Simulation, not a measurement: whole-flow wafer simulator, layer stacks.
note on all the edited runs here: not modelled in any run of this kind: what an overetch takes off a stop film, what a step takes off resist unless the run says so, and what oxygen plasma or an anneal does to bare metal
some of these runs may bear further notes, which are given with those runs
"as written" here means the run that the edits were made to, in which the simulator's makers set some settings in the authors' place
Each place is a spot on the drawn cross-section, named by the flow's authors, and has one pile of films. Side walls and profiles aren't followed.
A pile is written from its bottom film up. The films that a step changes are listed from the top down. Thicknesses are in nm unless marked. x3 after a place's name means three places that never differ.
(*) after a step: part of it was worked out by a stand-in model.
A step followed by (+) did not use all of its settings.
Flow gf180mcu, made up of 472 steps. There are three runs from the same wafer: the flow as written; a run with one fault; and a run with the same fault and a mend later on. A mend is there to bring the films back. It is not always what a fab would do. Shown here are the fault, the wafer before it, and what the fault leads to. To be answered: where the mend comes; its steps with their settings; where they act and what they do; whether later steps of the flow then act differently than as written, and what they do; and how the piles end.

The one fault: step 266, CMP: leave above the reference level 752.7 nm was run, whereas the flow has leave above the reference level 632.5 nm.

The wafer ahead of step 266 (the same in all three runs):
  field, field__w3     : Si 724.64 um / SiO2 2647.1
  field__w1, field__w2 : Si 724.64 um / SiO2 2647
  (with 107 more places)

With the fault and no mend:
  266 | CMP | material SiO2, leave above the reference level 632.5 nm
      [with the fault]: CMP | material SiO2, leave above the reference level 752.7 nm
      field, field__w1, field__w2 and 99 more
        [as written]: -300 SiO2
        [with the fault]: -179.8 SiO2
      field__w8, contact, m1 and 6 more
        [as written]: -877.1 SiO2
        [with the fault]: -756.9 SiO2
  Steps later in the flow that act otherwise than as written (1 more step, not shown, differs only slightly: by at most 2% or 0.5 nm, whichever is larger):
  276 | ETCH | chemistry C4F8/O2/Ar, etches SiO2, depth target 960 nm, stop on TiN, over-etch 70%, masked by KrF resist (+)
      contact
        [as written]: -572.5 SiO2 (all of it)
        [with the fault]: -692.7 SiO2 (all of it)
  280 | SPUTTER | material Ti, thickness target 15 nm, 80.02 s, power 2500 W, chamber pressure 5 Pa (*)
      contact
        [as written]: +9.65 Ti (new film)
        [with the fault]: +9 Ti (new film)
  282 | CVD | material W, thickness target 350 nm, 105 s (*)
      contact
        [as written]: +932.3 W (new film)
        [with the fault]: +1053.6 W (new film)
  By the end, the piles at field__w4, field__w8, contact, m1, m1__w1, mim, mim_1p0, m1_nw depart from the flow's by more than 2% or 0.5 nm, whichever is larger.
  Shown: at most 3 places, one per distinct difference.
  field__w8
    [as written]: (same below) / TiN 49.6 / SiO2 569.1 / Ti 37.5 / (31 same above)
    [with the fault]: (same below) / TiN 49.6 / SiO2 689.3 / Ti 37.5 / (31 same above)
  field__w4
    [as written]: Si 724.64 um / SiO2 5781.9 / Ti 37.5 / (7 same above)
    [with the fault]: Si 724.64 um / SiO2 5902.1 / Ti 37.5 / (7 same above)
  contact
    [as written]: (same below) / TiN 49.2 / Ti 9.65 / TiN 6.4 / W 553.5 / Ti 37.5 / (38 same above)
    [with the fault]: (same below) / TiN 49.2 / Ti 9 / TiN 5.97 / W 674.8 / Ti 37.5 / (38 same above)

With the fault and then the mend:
  The mend follows step 274.
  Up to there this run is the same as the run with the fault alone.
  274a | STRIP | chemistry O2/N2, power 2160 W, pressure 1700 mTorr (*)
      field, field__w1, field__w2 and 107 more
        -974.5 KrF resist (all of it), -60 anti-reflective coat (all of it)
      contact
        -60 anti-reflective coat (all of it)
  274b | CMP | material SiO2, leave above the reference level 632.5 nm (the flow's step 266, run once more)
      field, field__w1, field__w2 and 108 more
        -120.2 SiO2
  274c | HMDS | 120 C, 60 s (the flow's step 268, run once more)
      alters no film at any place that is followed
  274d | COAT | anti-reflective coat, thickness 60 nm, 182 C, 71 s (the flow's step 269, run once more)
      field, field__w1, field__w2 and 108 more
        +60 anti-reflective coat (new film)
  274e | COAT | KrF resist, thickness 1000 nm (the flow's step 270, run once more)
      field, field__w1, field__w2 and 108 more
        +1000 KrF resist (new film)
  274f | SOFTBAKE | KrF resist (the flow's step 271, run once more)
      alters no film at any place that is followed
  274g | EXPOSE | photomask Via1 (the flow's step 272, run once more)
      alters no film at any place that is followed
  274h | PEB | KrF resist, 135 C, 90 s (the flow's step 273, run once more)
      field, field__w1, field__w2 and 108 more
        -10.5 KrF resist
  274i | DEVELOP | KrF resist, thickness 1000 nm, 60 s (the flow's step 274, run once more)
      field, field__w1, field__w2 and 107 more
        -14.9 KrF resist
      contact
        -989.5 KrF resist (all of it)
  None of the later steps of the flow acts differently than as written at any place that is followed.
  By the end, the piles equal the flow's at every place that both follow.
